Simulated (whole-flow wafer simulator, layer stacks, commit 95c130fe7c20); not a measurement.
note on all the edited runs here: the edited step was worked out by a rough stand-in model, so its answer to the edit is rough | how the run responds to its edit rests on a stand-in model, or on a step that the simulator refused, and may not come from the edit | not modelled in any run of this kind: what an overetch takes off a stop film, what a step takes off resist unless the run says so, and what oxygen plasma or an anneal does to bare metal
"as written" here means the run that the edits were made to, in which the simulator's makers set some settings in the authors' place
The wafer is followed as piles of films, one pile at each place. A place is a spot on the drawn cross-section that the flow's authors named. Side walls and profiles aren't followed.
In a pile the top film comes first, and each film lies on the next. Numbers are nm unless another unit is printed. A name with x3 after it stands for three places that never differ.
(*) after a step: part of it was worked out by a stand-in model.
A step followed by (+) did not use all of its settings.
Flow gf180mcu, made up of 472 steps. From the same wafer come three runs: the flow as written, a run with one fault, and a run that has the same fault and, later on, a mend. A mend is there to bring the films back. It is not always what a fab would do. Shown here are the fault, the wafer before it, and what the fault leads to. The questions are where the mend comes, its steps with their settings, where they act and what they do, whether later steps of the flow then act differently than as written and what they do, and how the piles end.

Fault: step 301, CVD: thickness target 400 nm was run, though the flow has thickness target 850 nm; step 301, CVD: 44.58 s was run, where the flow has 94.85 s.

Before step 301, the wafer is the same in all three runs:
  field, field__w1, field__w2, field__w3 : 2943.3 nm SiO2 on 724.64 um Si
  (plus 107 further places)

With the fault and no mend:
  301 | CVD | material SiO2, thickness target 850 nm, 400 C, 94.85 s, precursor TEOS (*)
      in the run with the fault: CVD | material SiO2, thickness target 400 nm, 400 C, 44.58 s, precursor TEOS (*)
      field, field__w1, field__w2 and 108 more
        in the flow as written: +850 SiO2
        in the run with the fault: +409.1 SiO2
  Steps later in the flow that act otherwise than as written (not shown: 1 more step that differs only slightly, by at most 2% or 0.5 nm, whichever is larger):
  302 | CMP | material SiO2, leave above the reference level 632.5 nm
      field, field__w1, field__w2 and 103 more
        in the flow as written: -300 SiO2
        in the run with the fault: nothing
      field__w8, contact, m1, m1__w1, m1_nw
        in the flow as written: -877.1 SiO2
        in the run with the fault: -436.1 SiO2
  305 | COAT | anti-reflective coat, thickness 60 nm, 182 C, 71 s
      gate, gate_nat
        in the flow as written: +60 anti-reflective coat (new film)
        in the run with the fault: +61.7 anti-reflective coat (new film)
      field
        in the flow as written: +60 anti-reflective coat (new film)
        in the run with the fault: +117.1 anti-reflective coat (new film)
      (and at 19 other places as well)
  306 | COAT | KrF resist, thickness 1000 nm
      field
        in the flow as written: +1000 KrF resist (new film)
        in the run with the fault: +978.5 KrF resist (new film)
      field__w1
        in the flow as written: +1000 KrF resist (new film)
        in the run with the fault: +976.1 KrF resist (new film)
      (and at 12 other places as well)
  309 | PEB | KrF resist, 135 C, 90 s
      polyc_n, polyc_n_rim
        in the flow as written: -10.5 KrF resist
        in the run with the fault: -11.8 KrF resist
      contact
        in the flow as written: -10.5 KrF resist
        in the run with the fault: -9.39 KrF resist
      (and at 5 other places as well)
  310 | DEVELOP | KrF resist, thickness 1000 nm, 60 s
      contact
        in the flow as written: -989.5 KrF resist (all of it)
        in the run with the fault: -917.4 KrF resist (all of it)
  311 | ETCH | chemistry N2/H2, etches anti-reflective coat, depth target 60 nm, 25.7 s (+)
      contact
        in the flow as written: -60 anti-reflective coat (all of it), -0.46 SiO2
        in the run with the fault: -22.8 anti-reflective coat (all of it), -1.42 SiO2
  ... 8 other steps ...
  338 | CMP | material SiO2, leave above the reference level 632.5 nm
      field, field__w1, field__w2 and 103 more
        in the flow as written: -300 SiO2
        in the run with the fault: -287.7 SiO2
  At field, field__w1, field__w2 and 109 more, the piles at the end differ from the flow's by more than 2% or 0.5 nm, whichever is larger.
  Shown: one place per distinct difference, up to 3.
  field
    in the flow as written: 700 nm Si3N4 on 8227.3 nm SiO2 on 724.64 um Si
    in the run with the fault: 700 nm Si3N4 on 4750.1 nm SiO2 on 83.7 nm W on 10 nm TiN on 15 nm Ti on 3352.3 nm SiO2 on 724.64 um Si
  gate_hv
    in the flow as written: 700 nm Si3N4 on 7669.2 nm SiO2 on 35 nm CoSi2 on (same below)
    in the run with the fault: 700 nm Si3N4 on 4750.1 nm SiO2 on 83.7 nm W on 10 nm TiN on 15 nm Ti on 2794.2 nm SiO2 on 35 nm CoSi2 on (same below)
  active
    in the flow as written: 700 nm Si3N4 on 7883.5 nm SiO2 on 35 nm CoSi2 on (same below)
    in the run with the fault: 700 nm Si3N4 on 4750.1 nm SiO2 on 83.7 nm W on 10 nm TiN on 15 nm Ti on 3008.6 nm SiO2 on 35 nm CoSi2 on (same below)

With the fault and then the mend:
  After step 301 comes the mend.
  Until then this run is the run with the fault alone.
  301a | CVD | material SiO2, thickness target 450 nm, 400 C, 50.22 s, precursor TEOS (*) (the flow's step 301 again, with other settings)
      field, field__w1, field__w2 and 108 more
        +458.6 SiO2
  Steps later in the flow that act otherwise than as written:
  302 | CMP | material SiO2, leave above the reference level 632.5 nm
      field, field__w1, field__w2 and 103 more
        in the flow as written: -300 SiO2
        in the run with the mend: -317.6 SiO2
  At every place that both follow, the piles at the end match the flow's.
